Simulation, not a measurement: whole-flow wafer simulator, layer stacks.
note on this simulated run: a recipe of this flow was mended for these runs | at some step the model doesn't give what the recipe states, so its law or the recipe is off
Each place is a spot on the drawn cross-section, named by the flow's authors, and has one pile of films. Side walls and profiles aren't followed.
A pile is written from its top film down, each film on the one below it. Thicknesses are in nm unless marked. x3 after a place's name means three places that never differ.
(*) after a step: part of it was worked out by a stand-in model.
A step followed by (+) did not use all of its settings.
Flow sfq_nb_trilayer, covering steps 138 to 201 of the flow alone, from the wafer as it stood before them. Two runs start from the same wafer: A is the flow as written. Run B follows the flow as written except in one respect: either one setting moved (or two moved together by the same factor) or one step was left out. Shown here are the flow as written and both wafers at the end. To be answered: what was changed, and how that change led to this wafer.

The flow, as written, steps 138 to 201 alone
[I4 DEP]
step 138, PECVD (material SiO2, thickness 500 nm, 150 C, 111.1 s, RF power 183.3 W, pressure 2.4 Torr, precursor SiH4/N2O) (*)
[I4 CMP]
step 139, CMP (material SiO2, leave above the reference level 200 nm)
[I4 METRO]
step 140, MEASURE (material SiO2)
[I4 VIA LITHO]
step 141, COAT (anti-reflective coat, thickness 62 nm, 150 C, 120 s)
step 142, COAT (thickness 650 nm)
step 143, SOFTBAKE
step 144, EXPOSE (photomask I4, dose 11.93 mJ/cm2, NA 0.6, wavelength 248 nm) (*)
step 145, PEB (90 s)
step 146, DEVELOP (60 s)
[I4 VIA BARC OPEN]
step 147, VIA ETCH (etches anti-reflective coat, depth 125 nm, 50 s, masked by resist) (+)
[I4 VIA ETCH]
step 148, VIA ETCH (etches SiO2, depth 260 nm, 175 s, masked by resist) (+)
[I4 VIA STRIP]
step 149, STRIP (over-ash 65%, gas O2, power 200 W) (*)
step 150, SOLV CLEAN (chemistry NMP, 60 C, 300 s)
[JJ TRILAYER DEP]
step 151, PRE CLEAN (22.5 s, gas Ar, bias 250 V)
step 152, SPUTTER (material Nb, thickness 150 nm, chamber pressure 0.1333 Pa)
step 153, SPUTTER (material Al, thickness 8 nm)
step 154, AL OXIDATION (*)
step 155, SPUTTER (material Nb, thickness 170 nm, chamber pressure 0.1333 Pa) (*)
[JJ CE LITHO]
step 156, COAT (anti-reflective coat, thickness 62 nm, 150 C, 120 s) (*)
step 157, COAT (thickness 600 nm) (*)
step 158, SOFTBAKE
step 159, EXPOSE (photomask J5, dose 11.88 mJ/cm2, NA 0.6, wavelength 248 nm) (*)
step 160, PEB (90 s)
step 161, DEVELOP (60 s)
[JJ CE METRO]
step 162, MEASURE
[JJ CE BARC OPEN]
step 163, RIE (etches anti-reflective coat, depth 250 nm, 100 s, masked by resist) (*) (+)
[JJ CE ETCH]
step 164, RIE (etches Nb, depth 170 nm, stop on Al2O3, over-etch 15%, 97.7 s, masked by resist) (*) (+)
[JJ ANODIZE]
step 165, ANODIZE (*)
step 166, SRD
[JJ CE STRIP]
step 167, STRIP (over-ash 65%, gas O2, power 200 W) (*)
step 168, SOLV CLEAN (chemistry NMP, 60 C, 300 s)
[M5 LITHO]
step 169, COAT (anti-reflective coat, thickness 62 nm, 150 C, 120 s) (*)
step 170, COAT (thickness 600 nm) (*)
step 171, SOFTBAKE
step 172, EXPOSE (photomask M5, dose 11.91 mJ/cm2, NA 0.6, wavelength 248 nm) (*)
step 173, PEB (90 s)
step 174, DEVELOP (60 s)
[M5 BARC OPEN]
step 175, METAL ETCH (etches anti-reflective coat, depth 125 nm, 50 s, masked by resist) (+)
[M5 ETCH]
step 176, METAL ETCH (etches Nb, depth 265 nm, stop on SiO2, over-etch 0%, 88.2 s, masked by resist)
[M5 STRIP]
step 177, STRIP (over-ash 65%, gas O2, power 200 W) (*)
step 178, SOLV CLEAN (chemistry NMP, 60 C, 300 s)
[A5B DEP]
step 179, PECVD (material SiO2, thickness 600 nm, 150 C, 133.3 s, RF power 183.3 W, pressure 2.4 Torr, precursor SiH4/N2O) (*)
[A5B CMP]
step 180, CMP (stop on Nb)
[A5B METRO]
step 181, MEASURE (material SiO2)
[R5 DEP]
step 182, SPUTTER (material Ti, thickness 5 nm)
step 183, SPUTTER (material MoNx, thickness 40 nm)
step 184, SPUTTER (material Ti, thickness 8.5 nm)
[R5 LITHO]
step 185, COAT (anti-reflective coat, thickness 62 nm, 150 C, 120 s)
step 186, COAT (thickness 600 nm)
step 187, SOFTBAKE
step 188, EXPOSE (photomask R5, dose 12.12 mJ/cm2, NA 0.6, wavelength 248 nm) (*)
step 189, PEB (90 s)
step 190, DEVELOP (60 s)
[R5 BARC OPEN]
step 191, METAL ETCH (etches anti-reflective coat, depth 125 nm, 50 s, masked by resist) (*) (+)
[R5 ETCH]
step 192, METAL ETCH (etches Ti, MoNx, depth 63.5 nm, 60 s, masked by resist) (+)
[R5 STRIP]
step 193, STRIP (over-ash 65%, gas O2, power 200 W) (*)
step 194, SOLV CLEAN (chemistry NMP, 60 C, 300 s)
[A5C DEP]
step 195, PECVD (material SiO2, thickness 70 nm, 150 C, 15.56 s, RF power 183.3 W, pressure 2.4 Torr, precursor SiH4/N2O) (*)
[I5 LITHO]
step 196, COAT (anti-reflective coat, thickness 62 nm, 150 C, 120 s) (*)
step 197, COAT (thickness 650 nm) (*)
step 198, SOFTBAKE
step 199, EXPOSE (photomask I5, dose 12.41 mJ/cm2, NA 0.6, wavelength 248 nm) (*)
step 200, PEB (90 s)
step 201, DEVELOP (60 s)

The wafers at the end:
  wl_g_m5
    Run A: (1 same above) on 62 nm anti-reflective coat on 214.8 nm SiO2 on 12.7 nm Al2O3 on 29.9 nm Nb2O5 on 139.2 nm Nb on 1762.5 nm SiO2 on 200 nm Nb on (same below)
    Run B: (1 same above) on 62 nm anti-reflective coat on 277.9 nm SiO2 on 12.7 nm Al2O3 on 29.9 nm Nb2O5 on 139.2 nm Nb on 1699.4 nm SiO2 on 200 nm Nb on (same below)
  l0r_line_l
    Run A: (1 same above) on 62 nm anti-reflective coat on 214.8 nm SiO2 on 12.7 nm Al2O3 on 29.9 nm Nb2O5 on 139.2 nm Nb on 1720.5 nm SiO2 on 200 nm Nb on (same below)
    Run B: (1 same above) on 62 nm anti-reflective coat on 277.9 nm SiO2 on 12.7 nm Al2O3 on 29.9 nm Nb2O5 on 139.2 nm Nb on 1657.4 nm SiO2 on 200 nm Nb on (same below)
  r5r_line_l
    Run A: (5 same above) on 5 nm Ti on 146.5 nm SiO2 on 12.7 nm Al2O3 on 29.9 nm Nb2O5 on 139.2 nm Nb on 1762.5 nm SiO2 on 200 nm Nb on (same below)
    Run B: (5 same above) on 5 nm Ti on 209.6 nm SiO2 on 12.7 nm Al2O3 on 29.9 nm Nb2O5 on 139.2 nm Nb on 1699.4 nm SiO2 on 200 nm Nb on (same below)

The reason: step 138, PECVD: RF power 100.8 W was run, though the flow has RF power 183.3 W.

How this came from the change, step by step:
  step 138, PECVD (material SiO2, thickness 500 nm, 150 C, 111.1 s, RF power 183.3 W, pressure 2.4 Torr, precursor SiH4/N2O) (*)
      field_l, be, be_sur and 55 more: A SiO2 gains 500 | B SiO2 gains 340.9
      v_sur, via_wl, via_w and 35 more: A SiO2 gains 500 (new film) | B SiO2 gains 340.9 (new film)
      (also at 10 further places)
  step 139, CMP (material SiO2, leave above the reference level 200 nm)
      field_l, be, be_sur and 55 more: A SiO2 loses 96 | B nothing
      p3_s0, p3_s1, p3_s2, p3_s3, p3_s4, p3_s5: A SiO2 loses 157.1 | B nothing
      (also at 42 further places)
  step 141, COAT (anti-reflective coat, thickness 62 nm, 150 C, 120 s)
      wl_d_sr, m0r_space_l, m0r_space_r, m6r_space_l x2, m6r_space_r x2: A anti-reflective coat gains 62 (new film) | B anti-reflective coat gains 79.4 (new film)
      m0r_line_l x3, m0r_line_r x3: A anti-reflective coat gains 62 (new film) | B anti-reflective coat gains 70.7 (new film)
      (also at 68 further places)
  step 142, COAT (thickness 650 nm)
      via_wl: A KrF-resist-other-grade gains 650 (new film) | B KrF-resist-other-grade gains 630.9 (new film)
      via_w: A KrF-resist-other-grade gains 650 (new film) | B KrF-resist-other-grade gains 628.6 (new film)
      (also at 19 further places)
  step 146, DEVELOP (60 s)
      via_wl: A KrF-resist-other-grade loses 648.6 (all of it) | B KrF-resist-other-grade loses 629.6 (all of it)
      via_w: A KrF-resist-other-grade loses 648.6 (all of it) | B KrF-resist-other-grade loses 627.3 (all of it)
      (also at 1 further place)
  step 147, VIA ETCH (etches anti-reflective coat, depth 125 nm, 50 s, masked by resist) (+)
      via_wl: A anti-reflective coat loses 62 (all of it), SiO2 loses 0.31 | B anti-reflective coat loses 54 (all of it), SiO2 loses 0.36
      via_w: A anti-reflective coat loses 62 (all of it), SiO2 loses 0.31 | B anti-reflective coat loses 59.6 (all of it), SiO2 loses 0.33
      (also at 1 further place)
  step 149, STRIP (over-ash 65%, gas O2, power 200 W) (*)
      m0r_line_l x3, m0r_line_r x3: A KrF-resist-other-grade loses 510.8 (all of it), anti-reflective coat loses 62 (all of it) | B KrF-resist-other-grade loses 520.2 (all of it), anti-reflective coat loses 70.7 (all of it)
      m0r_space_l, m0r_space_r, m6r_space_l x2, m6r_space_r x2: A KrF-resist-other-grade loses 510.8 (all of it), anti-reflective coat loses 62 (all of it) | B KrF-resist-other-grade loses 513 (all of it), anti-reflective coat loses 79.4 (all of it)
      (also at 72 further places)
  step 152, SPUTTER (material Nb, thickness 150 nm, chamber pressure 0.1333 Pa)
      be, lsp_l: A Nb gains 150 (new film) | B Nb gains 145.4 (new film)
      via_v: A Nb gains 150 (new film) | B Nb gains 146.6 (new film)
  step 155, SPUTTER (material Nb, thickness 170 nm, chamber pressure 0.1333 Pa) (*)
      be, lsp_l: A Nb gains 170 (new film) | B Nb gains 164.3 (new film)
      via_v: A Nb gains 170 (new film) | B Nb gains 165.8 (new film)
  step 156, COAT (anti-reflective coat, thickness 62 nm, 150 C, 120 s) (*)
      m0r_line_l x3, m0r_line_r x3: A anti-reflective coat gains 62 (new film) | B anti-reflective coat gains 69.2 (new film)
      m0r_space_l, m0r_space_r, m6r_space_l x2, m6r_space_r x2: A anti-reflective coat gains 62 (new film) | B anti-reflective coat gains 77.4 (new film)
      (also at 72 further places)
  step 157, COAT (thickness 600 nm) (*)
      v_sur: A KrF-resist-other-grade gains 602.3 (new film) | B KrF-resist-other-grade gains 580.8 (new film)
      via_wl: A KrF-resist-other-grade gains 650.9 (new film) | B KrF-resist-other-grade gains 625.7 (new film)
      (also at 21 further places)
  step 161, DEVELOP (60 s)
      ln_m5, ln_m6: A KrF-resist-other-grade loses 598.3 (all of it) | B KrF-resist-other-grade loses 582.1 (all of it)
      v_sur: A KrF-resist-other-grade loses 601.1 (all of it) | B KrF-resist-other-grade loses 579.6 (all of it)
      (also at 20 further places)
  step 163, RIE (etches anti-reflective coat, depth 250 nm, 100 s, masked by resist) (*) (+)
      m0r_line_l x3, m0r_line_r x3: A anti-reflective coat loses 62 (all of it) | B anti-reflective coat loses 69.2 (all of it)
      m0r_space_l, m0r_space_r, m6r_space_l x2, m6r_space_r x2: A anti-reflective coat loses 62 (all of it) | B anti-reflective coat loses 77.4 (all of it)
      (also at 70 further places)
  step 164, RIE (etches Nb, depth 170 nm, stop on Al2O3, over-etch 15%, 97.7 s, masked by resist) (*) (+)
      be, lsp_l: A Nb loses 170 (all of it), Al2O3 loses 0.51 | B Nb loses 164.3 (all of it), Al2O3 loses 0.62
      via_v: A Nb loses 170 (all of it), Al2O3 loses 0.51 | B Nb loses 165.8 (all of it), Al2O3 loses 0.59
  step 165, ANODIZE (*)
      be, lsp_l: A Al2O3 gains 12.2, Nb2O5 gains 29.9 (new film), Al loses 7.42 (all of it), Nb loses 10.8 | B Al2O3 gains 11.8, Nb2O5 gains 30.9 (new film), Al loses 7.17 (all of it), Nb loses 11.1
      via_v: A Al2O3 gains 12.2, Nb2O5 gains 29.9 (new film), Al loses 7.42 (all of it), Nb loses 10.8 | B Al2O3 gains 11.6, Nb2O5 gains 31.3 (new film), Al loses 7.02 (all of it), Nb loses 11.3
  step 167, STRIP (over-ash 65%, gas O2, power 200 W) (*)
      ce_l: A KrF-resist-other-grade loses 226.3 (all of it), anti-reflective coat loses 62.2 (all of it) | B KrF-resist-other-grade loses 233.2 (all of it), anti-reflective coat loses 62.9 (all of it)
      c5j: A KrF-resist-other-grade loses 226.5 (all of it), anti-reflective coat loses 62.2 (all of it) | B KrF-resist-other-grade loses 232.5 (all of it), anti-reflective coat loses 63.5 (all of it)
      (also at 2 further places)
  ... 9 other steps ...
  step 196, COAT (anti-reflective coat, thickness 62 nm, 150 C, 120 s) (*)
      jj_sur: A anti-reflective coat gains 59 (new film) | B anti-reflective coat gains 60.6 (new film)
      ce_l: A anti-reflective coat gains 64.8 (new film) | B anti-reflective coat gains 61.9 (new film)
      (also at 3 further places)
